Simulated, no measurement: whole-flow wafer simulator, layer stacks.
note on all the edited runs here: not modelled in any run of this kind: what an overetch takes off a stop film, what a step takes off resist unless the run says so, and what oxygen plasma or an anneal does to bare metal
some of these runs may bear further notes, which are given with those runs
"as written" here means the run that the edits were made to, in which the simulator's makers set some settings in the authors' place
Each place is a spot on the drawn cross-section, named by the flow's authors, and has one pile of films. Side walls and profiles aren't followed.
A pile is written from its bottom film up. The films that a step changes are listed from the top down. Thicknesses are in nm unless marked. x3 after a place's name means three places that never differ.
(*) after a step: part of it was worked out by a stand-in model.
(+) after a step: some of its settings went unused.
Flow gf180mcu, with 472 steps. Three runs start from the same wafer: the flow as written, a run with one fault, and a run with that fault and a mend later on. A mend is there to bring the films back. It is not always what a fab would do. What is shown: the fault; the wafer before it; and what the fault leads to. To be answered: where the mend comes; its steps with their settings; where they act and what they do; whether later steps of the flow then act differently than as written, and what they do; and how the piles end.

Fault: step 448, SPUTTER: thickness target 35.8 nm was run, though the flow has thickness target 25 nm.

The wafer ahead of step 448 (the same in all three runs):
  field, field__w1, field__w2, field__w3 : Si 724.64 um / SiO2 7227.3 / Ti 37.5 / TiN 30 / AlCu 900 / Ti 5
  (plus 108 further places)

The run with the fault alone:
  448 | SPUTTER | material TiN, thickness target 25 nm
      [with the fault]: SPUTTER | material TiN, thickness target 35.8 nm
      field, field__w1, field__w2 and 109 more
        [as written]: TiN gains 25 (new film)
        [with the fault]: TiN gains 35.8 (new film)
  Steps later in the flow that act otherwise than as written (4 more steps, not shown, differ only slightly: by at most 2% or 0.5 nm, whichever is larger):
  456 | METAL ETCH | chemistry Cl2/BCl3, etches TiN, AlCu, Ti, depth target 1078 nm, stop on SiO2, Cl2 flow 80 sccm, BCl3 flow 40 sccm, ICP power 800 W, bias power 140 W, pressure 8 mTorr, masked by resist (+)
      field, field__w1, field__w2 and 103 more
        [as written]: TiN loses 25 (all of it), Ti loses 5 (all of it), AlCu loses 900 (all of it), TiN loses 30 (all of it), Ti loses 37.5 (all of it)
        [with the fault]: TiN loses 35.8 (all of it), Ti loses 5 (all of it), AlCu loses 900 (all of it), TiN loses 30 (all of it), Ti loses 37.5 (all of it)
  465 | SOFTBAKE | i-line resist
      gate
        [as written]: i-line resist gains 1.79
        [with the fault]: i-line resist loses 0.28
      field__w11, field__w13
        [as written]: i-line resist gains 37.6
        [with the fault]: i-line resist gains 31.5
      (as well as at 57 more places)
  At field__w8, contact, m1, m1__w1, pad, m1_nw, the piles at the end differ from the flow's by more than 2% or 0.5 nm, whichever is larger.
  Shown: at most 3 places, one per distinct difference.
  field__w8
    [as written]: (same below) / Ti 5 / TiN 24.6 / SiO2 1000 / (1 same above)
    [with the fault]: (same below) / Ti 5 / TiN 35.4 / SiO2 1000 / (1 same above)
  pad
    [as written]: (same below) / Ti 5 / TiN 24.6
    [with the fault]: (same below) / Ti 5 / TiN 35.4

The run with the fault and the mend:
  After step 455 comes the mend.
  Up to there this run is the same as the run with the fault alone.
  455a | STRIP | chemistry O2/N2, power 2160 W, pressure 1700 mTorr (*)
      field__w8, contact, m1, m1__w1, pad, m1_nw
        resist loses 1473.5 (all of it)
  455b | METAL ETCH | chemistry Cl2/BCl3, etches TiN, AlCu, Ti, depth target 10.8 nm, Cl2 flow 80 sccm, BCl3 flow 40 sccm, ICP power 800 W, bias power 140 W, pressure 8 mTorr (a further turn of the flow's step 260, with different settings)
      field, field__w1, field__w2 and 109 more
        TiN loses 10.8
  455c | HMDS | 120 C, 60 s (a further turn of the flow's step 450)
      does not change any film at any place that is followed
  455d | COAT | resist, thickness 1500 nm (a further turn of the flow's step 451)
      field, field__w1, field__w2 and 109 more
        resist gains 1500 (new film)
  455e | SOFTBAKE | resist (a further turn of the flow's step 452)
      does not change any film at any place that is followed
  455f | EXPOSE | photomask MetalTop (a further turn of the flow's step 453)
      does not change any film at any place that is followed
  455g | PEB | resist, 70.3 s (a further turn of the flow's step 454)
      field, field__w1, field__w2 and 109 more
        resist loses 26.5
  455h | DEVELOP | thickness 1500 nm, 60 s (a further turn of the flow's step 455)
      field, field__w1, field__w2 and 103 more
        resist loses 1473.5 (all of it)
  Later steps of the flow that are run all act as written at every place that is followed.
  By the end, the piles equal the flow's at every place that both follow.
